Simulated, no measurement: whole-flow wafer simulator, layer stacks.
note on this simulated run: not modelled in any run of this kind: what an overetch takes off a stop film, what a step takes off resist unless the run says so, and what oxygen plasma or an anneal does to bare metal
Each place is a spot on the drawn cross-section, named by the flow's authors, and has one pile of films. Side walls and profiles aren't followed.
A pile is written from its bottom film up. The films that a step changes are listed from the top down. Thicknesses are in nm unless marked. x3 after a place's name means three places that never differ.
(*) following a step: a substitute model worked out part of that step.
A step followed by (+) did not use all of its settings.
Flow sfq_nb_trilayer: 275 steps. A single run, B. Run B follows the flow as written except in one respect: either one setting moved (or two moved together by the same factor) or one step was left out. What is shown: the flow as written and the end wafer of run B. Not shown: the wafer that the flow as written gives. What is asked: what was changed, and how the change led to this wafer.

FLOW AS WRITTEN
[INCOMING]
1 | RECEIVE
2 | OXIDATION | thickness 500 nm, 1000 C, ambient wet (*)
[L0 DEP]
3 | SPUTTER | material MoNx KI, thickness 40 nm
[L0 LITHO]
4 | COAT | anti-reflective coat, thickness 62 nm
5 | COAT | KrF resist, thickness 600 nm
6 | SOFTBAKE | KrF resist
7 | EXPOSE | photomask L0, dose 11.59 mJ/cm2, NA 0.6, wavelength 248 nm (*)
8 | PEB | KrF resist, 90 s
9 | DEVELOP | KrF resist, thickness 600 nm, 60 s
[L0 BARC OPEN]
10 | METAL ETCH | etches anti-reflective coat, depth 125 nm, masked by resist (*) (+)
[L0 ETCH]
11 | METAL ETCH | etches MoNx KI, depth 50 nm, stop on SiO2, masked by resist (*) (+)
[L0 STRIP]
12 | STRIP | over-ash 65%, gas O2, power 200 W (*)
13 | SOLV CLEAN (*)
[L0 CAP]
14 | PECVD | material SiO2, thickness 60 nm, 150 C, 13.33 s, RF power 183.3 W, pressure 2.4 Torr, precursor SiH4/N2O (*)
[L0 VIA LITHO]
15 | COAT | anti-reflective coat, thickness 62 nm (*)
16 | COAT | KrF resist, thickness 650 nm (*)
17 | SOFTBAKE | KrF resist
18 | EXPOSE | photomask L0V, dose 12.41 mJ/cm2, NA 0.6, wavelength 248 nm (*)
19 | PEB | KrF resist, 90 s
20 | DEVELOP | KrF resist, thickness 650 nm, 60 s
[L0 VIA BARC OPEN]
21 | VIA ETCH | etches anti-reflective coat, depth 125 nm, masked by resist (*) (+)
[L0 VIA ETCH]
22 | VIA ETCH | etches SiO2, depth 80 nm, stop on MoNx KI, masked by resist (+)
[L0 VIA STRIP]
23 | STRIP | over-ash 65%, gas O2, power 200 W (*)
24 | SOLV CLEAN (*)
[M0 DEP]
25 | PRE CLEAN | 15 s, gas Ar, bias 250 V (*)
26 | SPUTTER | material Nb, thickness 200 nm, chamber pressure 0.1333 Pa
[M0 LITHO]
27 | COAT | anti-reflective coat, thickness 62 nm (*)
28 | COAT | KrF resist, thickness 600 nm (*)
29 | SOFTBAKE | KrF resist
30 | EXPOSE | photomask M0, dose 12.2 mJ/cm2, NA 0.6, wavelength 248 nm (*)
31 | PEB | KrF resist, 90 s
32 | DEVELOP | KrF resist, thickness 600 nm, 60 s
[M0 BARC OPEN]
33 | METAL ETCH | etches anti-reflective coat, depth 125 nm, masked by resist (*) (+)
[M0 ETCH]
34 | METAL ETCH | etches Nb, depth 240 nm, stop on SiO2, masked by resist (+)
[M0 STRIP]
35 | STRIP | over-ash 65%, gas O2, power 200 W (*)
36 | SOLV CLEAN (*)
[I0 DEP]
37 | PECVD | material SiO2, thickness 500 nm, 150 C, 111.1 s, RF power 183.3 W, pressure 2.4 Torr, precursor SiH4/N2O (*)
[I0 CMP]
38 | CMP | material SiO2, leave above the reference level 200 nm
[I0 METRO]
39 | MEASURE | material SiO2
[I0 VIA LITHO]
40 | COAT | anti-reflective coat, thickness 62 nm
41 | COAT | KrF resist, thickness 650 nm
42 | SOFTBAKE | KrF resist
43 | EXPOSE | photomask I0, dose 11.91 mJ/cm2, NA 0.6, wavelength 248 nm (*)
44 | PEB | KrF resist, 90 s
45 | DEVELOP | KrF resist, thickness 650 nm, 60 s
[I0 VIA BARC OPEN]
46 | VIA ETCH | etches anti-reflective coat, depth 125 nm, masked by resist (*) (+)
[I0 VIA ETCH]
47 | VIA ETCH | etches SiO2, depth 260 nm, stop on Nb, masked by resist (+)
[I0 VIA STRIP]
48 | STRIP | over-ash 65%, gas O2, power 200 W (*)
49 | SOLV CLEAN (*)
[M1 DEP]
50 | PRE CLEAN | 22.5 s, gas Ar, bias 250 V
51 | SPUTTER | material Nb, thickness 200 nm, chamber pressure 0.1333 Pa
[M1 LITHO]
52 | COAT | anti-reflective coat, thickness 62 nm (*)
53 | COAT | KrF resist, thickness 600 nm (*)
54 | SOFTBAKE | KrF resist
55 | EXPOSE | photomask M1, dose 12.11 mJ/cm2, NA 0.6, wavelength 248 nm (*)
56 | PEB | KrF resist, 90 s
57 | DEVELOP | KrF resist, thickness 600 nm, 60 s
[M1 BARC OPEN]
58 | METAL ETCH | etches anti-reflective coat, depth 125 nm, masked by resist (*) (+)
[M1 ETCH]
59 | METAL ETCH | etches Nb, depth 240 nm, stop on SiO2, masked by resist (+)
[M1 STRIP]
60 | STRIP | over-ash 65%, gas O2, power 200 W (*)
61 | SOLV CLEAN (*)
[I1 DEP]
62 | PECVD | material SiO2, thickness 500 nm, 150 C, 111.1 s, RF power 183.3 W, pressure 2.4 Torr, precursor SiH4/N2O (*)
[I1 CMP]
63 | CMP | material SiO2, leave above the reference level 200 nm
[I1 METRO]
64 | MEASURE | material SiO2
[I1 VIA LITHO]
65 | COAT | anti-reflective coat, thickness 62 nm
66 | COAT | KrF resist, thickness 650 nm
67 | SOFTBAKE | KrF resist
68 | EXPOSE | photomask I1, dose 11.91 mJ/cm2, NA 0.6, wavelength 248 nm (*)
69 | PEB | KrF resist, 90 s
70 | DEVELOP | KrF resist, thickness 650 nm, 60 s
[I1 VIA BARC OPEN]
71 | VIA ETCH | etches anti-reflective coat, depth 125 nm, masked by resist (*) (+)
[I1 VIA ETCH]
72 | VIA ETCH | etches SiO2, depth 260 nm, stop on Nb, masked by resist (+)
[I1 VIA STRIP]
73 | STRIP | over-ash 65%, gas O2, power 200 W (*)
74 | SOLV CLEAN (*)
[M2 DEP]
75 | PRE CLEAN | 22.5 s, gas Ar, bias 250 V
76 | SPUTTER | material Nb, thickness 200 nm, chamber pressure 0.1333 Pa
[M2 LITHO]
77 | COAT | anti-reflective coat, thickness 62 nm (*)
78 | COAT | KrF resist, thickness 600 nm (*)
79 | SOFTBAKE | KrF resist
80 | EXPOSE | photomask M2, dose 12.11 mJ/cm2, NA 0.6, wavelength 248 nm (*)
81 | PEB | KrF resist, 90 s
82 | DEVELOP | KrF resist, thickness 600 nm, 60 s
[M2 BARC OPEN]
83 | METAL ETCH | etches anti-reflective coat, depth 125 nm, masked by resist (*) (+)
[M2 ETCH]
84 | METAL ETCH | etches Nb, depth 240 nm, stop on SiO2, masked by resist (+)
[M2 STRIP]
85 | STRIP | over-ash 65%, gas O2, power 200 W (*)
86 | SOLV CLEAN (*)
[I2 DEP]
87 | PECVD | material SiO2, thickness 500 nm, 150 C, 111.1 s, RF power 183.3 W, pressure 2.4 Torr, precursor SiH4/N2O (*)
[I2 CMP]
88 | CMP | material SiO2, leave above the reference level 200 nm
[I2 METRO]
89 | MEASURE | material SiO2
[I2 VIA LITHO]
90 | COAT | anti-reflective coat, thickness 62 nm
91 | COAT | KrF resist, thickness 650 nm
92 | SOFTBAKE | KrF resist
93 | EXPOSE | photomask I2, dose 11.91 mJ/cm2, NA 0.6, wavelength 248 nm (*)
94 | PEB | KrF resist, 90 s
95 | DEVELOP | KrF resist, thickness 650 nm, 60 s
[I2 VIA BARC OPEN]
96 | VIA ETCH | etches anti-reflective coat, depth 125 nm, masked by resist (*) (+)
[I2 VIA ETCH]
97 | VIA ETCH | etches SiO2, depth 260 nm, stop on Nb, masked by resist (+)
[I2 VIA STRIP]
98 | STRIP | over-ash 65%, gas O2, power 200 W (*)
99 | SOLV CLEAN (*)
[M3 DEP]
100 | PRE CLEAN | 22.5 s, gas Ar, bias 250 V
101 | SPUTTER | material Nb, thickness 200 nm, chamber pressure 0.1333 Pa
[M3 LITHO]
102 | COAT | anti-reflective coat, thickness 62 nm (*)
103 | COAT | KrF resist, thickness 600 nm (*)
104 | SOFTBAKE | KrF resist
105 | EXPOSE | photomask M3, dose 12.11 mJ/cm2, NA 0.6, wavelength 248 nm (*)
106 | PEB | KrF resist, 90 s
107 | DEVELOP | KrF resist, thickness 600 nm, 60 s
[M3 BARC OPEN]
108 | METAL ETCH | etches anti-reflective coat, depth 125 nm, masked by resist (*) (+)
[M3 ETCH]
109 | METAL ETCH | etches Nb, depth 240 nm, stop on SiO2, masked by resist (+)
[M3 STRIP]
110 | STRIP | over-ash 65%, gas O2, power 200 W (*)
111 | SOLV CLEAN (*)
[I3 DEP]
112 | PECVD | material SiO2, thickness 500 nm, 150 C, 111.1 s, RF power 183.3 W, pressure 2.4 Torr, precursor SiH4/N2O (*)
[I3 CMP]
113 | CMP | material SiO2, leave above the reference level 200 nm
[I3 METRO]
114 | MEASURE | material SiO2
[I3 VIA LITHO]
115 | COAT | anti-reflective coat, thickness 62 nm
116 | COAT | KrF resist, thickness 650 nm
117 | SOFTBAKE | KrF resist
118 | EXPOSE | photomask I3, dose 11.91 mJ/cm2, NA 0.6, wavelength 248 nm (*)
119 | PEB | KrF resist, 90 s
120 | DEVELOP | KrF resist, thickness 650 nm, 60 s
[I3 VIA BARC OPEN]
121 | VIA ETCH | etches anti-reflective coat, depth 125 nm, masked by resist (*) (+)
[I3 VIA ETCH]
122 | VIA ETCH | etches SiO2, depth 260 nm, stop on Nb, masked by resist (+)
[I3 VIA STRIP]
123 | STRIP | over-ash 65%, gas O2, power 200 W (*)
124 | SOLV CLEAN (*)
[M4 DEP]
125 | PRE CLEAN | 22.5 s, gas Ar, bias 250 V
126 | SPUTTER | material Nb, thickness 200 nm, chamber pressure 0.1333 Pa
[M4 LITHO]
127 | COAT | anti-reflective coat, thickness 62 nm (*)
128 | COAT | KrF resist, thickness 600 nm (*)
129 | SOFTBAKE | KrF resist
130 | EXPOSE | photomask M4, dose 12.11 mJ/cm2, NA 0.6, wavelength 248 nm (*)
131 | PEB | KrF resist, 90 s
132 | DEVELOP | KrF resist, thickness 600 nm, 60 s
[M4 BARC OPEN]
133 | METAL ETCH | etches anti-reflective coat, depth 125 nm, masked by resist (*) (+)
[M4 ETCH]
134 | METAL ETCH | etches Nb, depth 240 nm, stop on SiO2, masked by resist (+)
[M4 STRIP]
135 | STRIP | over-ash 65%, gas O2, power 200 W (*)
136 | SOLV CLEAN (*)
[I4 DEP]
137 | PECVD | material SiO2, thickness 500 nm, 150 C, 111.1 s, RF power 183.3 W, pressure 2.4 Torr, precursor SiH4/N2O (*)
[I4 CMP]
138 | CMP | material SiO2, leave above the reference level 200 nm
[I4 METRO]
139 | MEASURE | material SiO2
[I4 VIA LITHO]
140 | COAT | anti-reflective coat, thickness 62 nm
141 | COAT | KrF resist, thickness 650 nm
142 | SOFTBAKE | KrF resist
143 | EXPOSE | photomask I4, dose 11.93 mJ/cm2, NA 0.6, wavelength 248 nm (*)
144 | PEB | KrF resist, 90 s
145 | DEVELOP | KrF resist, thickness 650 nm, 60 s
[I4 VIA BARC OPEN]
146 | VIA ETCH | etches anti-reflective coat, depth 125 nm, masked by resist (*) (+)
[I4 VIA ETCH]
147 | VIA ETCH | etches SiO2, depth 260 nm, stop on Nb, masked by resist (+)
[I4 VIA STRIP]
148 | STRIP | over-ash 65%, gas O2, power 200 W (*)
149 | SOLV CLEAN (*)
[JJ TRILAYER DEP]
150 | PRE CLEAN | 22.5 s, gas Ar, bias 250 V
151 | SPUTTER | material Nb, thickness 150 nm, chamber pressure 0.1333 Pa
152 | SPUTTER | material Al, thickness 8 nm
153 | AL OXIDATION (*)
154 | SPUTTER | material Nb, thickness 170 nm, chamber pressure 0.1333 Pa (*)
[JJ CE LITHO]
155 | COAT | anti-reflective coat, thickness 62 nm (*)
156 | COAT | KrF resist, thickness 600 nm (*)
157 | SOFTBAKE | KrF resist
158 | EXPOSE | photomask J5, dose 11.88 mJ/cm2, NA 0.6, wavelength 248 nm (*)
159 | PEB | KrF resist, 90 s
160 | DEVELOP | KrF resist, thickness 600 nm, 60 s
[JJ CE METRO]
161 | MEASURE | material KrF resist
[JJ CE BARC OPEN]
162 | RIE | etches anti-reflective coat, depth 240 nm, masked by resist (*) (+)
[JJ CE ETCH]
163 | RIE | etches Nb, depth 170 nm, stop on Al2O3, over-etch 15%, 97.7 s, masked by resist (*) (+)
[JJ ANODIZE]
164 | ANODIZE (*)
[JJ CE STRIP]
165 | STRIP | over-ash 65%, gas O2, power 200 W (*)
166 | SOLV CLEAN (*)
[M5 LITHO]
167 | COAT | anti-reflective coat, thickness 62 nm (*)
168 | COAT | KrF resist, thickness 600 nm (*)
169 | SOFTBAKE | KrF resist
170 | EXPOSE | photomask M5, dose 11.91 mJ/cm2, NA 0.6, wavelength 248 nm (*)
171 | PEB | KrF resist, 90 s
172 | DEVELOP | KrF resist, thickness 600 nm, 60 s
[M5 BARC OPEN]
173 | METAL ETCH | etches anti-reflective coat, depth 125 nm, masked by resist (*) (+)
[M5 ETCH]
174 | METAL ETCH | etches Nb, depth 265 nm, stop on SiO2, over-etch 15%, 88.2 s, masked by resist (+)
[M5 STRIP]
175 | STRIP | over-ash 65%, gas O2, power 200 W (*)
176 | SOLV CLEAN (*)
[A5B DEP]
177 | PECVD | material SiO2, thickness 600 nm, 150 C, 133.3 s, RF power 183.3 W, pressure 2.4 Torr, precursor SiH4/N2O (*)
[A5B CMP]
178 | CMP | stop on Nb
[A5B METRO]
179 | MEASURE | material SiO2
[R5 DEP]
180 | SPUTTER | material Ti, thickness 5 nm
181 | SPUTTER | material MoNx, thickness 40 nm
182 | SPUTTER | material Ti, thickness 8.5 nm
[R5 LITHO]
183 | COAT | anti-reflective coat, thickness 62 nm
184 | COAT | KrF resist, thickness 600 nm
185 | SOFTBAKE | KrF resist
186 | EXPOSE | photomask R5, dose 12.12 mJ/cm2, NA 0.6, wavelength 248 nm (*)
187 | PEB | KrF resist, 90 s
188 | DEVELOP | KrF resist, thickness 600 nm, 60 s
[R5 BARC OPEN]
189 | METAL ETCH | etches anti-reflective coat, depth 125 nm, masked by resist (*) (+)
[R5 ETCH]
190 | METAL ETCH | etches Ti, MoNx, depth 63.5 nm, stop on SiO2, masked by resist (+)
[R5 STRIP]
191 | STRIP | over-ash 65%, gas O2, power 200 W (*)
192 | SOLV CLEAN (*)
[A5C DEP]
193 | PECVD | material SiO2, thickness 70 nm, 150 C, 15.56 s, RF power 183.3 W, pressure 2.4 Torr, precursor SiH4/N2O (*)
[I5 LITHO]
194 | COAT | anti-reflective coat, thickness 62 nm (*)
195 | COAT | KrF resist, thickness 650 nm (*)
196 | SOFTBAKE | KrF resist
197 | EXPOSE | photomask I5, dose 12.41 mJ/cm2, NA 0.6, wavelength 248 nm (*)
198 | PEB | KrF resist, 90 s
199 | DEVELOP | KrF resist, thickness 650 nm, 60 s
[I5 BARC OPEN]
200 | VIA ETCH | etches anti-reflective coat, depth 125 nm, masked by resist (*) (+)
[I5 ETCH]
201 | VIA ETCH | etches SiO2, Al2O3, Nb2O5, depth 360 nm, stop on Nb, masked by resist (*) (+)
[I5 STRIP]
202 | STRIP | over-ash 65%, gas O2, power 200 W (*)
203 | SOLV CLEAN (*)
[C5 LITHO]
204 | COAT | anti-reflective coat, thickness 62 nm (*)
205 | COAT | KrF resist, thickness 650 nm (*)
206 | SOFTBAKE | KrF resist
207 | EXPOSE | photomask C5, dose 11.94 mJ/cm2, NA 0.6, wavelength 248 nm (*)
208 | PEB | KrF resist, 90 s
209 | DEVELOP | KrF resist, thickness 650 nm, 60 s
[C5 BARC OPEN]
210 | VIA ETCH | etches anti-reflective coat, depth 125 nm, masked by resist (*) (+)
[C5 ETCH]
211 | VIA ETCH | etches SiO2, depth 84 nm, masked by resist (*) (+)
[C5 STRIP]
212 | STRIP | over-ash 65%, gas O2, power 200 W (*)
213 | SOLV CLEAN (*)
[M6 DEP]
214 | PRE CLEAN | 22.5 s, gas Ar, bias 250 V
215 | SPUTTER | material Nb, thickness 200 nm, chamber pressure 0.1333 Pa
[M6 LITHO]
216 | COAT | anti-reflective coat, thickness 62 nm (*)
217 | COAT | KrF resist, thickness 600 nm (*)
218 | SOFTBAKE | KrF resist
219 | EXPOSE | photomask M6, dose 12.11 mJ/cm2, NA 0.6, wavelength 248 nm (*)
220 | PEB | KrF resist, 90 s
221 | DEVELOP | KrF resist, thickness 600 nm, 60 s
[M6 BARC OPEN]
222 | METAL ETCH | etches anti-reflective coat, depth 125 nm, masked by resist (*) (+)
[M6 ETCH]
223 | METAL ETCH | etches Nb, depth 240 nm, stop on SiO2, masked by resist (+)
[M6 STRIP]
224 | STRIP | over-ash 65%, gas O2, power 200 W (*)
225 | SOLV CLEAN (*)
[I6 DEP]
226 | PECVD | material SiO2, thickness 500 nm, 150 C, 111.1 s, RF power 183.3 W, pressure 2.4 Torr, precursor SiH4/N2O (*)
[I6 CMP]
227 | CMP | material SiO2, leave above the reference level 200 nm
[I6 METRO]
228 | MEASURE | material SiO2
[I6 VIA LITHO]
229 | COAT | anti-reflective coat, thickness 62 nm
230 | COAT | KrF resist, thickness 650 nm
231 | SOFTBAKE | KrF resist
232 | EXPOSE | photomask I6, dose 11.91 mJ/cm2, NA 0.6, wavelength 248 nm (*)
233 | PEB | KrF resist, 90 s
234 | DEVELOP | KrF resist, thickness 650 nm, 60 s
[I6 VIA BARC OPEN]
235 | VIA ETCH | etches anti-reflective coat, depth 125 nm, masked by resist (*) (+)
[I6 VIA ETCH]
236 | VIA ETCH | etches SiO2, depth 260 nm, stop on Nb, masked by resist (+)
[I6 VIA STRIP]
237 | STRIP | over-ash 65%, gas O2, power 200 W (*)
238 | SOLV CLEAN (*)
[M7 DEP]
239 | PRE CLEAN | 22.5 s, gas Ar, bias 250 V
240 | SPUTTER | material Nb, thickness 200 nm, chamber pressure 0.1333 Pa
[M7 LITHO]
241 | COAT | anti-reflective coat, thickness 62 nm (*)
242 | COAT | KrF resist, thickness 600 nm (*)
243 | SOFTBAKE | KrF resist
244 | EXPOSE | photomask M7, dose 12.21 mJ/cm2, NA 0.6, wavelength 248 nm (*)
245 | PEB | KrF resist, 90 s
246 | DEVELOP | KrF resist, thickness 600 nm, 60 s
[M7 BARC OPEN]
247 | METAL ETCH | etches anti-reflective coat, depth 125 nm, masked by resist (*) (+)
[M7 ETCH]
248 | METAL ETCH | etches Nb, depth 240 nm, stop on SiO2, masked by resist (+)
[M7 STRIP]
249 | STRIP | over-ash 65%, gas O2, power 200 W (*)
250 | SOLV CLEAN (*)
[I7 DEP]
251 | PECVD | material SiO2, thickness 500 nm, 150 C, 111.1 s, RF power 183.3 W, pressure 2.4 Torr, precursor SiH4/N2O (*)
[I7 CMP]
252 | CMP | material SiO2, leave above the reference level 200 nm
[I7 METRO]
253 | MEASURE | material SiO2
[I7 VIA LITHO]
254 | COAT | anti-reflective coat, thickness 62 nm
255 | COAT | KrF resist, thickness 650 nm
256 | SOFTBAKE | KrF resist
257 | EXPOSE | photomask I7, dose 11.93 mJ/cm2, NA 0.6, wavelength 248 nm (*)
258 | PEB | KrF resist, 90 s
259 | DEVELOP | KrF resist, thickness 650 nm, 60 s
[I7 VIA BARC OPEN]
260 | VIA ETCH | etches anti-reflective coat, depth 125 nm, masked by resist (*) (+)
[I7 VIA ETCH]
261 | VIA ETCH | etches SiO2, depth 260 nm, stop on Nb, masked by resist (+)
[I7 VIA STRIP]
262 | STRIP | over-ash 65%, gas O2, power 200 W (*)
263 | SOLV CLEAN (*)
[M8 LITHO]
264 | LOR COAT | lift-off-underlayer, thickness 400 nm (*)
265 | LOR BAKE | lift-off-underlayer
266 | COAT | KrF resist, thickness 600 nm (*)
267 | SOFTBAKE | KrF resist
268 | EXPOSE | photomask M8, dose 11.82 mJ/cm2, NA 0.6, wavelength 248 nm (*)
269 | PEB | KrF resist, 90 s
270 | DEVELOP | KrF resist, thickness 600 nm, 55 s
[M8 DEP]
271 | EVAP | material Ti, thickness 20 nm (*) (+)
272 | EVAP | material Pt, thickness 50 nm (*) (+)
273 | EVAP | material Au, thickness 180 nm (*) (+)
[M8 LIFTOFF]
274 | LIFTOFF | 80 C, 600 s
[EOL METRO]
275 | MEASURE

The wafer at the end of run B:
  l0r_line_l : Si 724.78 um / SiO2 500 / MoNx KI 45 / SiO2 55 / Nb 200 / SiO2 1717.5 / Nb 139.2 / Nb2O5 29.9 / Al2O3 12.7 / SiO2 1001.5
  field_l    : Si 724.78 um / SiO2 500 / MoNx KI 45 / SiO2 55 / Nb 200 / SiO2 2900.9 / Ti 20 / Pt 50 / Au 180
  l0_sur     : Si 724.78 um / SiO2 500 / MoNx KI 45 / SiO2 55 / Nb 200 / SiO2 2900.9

The reason: step 3, SPUTTER: thickness 45 nm was run, though the flow has thickness 40 nm.
The wafer itself shows it: l0r_line_l has MoNx KI 45, and step 3 as written asks for 40 nm.

Step by step, how the change led to this:
  3 | SPUTTER | material MoNx KI, thickness 40 nm
      field_l, v_sur, via_wl and 103 more: +45 MoNx KI (new film) (in the flow as written it would be: +40 MoNx KI (new film))
  11 | METAL ETCH | etches MoNx KI, depth 50 nm, stop on SiO2, masked by resist (*) (+)
      v_sur, via_wl, via_w and 97 more: -45 MoNx KI (all of it) (in the flow as written it would be: -40 MoNx KI (all of it))
  15 | COAT | anti-reflective coat, thickness 62 nm (*)
      l0r_space_c: +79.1 anti-reflective coat (new film) (in the flow as written it would be: +77.2 anti-reflective coat (new film))
  23 | STRIP | over-ash 65%, gas O2, power 200 W (*)
      l0r_space_c: -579 KrF resist (all of it), -79.1 anti-reflective coat (all of it) (in the flow as written it would be: -576.8 KrF resist (all of it), -77.2 anti-reflective coat (all of it))
  27 | COAT | anti-reflective coat, thickness 62 nm (*)
      v_sur: +73.9 anti-reflective coat (new film) (in the flow as written it would be: +72.3 anti-reflective coat (new film))
      l0r_space_c: +80 anti-reflective coat (new film) (in the flow as written it would be: +78 anti-reflective coat (new film))
  35 | STRIP | over-ash 65%, gas O2, power 200 W (*)
      v_sur: -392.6 KrF resist (all of it), -73.9 anti-reflective coat (all of it) (in the flow as written it would be: -391.6 KrF resist (all of it), -72.3 anti-reflective coat (all of it))
      l0r_space_c: -399.5 KrF resist (all of it), -80 anti-reflective coat (all of it) (in the flow as written it would be: -397.6 KrF resist (all of it), -78 anti-reflective coat (all of it))
